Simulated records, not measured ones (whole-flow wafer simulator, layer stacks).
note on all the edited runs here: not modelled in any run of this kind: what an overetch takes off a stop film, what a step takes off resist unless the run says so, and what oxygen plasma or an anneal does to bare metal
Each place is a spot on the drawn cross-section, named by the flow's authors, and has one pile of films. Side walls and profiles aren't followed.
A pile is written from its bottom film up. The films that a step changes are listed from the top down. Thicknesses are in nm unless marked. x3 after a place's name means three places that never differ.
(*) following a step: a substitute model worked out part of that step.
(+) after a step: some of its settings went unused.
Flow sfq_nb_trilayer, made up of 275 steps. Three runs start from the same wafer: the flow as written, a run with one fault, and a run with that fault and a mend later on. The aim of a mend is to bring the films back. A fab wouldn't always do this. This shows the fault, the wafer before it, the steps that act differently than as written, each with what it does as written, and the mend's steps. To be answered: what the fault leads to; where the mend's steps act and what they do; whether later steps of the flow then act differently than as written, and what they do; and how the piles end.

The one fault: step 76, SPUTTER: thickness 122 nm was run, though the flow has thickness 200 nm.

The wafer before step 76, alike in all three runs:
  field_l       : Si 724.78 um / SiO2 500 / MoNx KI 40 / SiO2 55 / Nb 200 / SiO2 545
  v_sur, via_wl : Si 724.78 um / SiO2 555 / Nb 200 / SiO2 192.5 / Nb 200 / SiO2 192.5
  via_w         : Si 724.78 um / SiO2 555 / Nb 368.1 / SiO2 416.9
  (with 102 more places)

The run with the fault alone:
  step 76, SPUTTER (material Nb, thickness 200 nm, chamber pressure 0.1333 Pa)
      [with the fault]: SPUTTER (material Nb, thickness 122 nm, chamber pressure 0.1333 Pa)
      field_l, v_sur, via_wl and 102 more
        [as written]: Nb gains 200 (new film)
        [with the fault]: Nb gains 122 (new film)
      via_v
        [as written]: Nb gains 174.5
        [with the fault]: Nb gains 107.3
  Steps further on in the flow that do not act as written (not shown: 4 more steps that differ only slightly, by at most 2% or 0.5 nm, whichever is larger):
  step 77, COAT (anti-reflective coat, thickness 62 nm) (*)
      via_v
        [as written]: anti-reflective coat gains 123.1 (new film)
        [with the fault]: anti-reflective coat gains 119.7 (new film)
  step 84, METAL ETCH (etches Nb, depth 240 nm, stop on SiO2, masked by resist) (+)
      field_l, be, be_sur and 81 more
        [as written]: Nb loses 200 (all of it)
        [with the fault]: Nb loses 122 (all of it)
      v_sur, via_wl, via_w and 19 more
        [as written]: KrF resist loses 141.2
        [with the fault]: KrF resist loses 107.6
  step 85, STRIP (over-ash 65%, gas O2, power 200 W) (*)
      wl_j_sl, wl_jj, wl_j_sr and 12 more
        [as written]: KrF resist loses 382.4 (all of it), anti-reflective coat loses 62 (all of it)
        [with the fault]: KrF resist loses 415.9 (all of it), anti-reflective coat loses 62 (all of it)
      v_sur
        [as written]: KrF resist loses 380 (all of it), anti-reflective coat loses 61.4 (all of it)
        [with the fault]: KrF resist loses 413.6 (all of it), anti-reflective coat loses 61.4 (all of it)
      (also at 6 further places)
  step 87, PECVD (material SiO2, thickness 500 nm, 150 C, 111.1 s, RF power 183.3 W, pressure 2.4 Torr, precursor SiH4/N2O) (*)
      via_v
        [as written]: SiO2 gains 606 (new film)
        [with the fault]: SiO2 gains 586.8 (new film)
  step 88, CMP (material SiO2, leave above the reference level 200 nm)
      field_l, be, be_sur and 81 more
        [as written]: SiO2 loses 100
        [with the fault]: SiO2 loses 178
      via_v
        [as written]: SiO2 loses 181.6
        [with the fault]: SiO2 loses 173.1
  The piles end different from the flow's at field_l, v_sur, via_wl and 103 more by more than 2% or 0.5 nm, whichever is larger.
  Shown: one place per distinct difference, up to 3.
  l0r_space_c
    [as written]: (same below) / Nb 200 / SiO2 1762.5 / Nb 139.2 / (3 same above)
    [with the fault]: (same below) / Nb 200 / SiO2 1684.5 / Nb 139.2 / (3 same above)
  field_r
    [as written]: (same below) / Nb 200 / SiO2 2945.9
    [with the fault]: (same below) / Nb 200 / SiO2 2867.9
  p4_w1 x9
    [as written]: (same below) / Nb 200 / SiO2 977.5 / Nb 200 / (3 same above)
    [with the fault]: (same below) / Nb 200 / SiO2 899.5 / Nb 200 / (3 same above)

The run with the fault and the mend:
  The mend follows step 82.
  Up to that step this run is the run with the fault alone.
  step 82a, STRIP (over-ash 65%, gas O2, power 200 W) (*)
      p4_fl x3, p4_w1 x9, p4_g1 x2 and 48 more
        anti-reflective coat loses 62 (all of it)
      wl_j_sl, wl_jj, wl_j_sr and 12 more
        KrF resist loses 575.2 (all of it), anti-reflective coat loses 62 (all of it)
      moat, field_r, lsp_l and 6 more
        anti-reflective coat loses 61.8 (all of it)
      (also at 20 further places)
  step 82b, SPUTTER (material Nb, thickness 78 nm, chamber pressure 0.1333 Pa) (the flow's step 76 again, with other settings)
      field_l, v_sur, via_wl and 102 more
        Nb gains 78
      via_v
        Nb gains 63.1
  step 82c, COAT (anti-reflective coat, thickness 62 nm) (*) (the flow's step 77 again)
      p4_fl x3, p4_w1 x9, p4_g1 x2 and 63 more
        anti-reflective coat gains 62 (new film)
      moat, field_r, lsp_l and 6 more
        anti-reflective coat gains 61.8 (new film)
      be_r, r_sur, res, r_end
        anti-reflective coat gains 61.7 (new film)
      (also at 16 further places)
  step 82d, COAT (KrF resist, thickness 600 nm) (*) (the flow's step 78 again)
      p4_fl x3, p4_w1 x9, p4_g1 x2 and 63 more
        KrF resist gains 600 (new film)
      field_r, lsp_l, ln_m5, l0v
        KrF resist gains 599.5 (new film)
      lsp_m, ln_m6, lsp_r, l0_sur
        KrF resist gains 599.6 (new film)
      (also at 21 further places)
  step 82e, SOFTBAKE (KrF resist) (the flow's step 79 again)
      does not change any film at any place that is followed
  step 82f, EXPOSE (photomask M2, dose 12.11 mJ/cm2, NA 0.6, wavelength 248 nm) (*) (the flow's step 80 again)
      does not change any film at any place that is followed
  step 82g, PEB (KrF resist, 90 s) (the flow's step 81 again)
      field_l, v_sur, via_wl and 97 more
        KrF resist loses 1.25
      via_w, via_wr, via_sp, wire, be
        KrF resist loses 1.24
      via_v
        KrF resist loses 1.6
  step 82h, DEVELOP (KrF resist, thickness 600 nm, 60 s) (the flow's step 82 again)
      p4_fl x3, p4_w1 x9, p4_g1 x2 and 48 more
        KrF resist loses 598.7 (all of it)
      v_sur, via_wl, via_w and 19 more
        KrF resist loses 23.5
      lsp_l, ln_m5, lsp_m, ln_m6, lsp_r, l0_sur, l0v
        KrF resist loses 598.3 (all of it)
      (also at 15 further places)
  None of the later steps of the flow differs from how it acts as written, at any place that is followed, by more than 2% or 0.5 nm, whichever is larger.
  At the end the piles are close to the flow's at the places that both follow, differing by at most 2% or 0.5 nm, whichever is larger.
